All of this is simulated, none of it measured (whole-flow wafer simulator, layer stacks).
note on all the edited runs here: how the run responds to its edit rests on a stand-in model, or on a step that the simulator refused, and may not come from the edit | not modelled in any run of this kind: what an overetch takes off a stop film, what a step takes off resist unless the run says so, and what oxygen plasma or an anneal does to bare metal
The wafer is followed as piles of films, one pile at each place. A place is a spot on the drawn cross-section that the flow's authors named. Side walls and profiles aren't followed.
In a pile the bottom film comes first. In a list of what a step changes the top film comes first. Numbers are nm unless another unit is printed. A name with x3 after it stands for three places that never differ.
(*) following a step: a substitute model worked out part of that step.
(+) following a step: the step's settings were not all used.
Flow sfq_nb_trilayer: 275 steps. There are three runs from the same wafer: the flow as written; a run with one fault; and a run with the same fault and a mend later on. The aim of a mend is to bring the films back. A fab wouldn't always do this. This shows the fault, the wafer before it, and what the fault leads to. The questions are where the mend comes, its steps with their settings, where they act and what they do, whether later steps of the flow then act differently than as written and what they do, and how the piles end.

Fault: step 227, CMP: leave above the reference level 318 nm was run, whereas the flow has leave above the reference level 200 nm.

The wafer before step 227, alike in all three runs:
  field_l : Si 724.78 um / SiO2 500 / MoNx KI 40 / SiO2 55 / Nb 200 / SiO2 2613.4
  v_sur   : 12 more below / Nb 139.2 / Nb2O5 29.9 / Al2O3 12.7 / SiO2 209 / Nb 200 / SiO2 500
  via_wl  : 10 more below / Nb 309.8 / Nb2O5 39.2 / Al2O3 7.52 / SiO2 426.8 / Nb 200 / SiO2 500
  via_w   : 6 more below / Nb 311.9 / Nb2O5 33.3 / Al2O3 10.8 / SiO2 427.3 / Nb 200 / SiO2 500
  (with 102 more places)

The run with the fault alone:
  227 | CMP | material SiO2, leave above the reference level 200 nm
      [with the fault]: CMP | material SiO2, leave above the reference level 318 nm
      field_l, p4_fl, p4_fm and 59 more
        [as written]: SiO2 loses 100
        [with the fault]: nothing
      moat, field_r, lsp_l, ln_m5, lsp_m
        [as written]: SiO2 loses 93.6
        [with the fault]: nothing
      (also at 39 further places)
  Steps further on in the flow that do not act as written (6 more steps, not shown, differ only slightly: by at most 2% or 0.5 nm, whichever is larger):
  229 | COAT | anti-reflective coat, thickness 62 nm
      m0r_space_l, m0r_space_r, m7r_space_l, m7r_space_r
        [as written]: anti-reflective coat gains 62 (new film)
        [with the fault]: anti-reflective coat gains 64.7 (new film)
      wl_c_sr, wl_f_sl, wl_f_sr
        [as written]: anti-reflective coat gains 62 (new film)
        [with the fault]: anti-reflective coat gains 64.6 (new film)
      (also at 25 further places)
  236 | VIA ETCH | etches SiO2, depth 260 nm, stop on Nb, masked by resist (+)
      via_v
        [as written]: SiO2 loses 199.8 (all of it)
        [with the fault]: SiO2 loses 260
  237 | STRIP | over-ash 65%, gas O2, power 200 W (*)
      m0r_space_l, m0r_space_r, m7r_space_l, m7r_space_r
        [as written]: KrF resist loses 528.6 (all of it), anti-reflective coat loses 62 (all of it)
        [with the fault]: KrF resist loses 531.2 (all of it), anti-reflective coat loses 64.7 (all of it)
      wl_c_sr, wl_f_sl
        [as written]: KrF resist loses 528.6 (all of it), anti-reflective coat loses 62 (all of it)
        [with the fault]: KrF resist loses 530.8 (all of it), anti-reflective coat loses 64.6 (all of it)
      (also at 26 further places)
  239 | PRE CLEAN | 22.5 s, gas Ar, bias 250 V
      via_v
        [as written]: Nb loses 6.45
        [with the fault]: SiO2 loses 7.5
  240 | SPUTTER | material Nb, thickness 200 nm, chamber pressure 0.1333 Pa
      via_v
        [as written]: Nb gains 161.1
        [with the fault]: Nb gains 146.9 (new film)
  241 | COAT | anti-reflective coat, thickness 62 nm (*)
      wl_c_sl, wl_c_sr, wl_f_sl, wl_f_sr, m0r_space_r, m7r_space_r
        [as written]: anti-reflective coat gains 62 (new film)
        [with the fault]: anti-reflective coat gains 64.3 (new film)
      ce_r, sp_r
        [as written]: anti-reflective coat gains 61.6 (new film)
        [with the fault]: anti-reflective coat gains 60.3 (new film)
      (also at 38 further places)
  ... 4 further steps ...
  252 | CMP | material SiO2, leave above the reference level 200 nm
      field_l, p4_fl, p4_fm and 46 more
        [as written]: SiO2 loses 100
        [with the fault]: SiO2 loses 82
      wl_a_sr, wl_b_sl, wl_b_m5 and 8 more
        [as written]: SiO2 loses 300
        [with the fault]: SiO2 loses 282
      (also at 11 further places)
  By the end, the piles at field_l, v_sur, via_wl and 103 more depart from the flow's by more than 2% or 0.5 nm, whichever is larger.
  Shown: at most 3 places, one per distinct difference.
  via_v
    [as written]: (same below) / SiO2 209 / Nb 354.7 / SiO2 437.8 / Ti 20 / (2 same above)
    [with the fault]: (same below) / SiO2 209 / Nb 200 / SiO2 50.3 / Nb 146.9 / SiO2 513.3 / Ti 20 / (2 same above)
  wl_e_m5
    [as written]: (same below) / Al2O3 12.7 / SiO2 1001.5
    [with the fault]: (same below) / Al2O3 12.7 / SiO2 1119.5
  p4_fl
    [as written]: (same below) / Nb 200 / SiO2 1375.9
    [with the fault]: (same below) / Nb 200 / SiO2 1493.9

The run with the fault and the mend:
  The mend follows step 234.
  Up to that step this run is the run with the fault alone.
  234a | STRIP | over-ash 65%, gas O2, power 200 W (*)
      p3_l3, p3_s3, p3_l4, p3_s4
        KrF resist loses 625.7 (all of it), anti-reflective coat loses 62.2 (all of it)
      m0r_line_l, m0r_line_r, m7r_line_l, m7r_line_r
        KrF resist loses 628.3 (all of it), anti-reflective coat loses 62.6 (all of it)
      m0r_space_l, m0r_space_r, m7r_space_l, m7r_space_r
        KrF resist loses 626.9 (all of it), anti-reflective coat loses 64.7 (all of it)
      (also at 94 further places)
  234b | CMP | material SiO2, leave above the reference level 200 nm (the flow's step 227 again)
      field_l, p4_fl, p4_fm and 59 more
        SiO2 loses 100
      v_sur, via_wl, via_w and 33 more
        SiO2 loses 118
      moat, field_r, lsp_l, ln_m5, lsp_m
        SiO2 loses 93.6
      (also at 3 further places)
  234c | COAT | anti-reflective coat, thickness 62 nm (the flow's step 229 again)
      field_l, v_sur, via_wl and 103 more
        anti-reflective coat gains 62 (new film)
  234d | COAT | KrF resist, thickness 650 nm (the flow's step 230 again)
      field_l, v_sur, via_wl and 103 more
        KrF resist gains 650 (new film)
  234e | SOFTBAKE | KrF resist (the flow's step 231 again)
      leaves every film unchanged at each place that is followed
  234f | EXPOSE | photomask I6, dose 11.91 mJ/cm2, NA 0.6, wavelength 248 nm (*) (the flow's step 232 again)
      leaves every film unchanged at each place that is followed
  234g | PEB | KrF resist, 90 s (the flow's step 233 again)
      field_l, v_sur, via_wl and 103 more
        KrF resist loses 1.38
  234h | DEVELOP | KrF resist, thickness 650 nm, 60 s (the flow's step 234 again)
      field_l, v_sur, via_wl and 102 more
        KrF resist loses 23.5
      via_v
        KrF resist loses 648.6 (all of it)
  Later steps of the flow that are run all act as written at every place that is followed.
  By the end, the piles equal the flow's at every place that both follow.
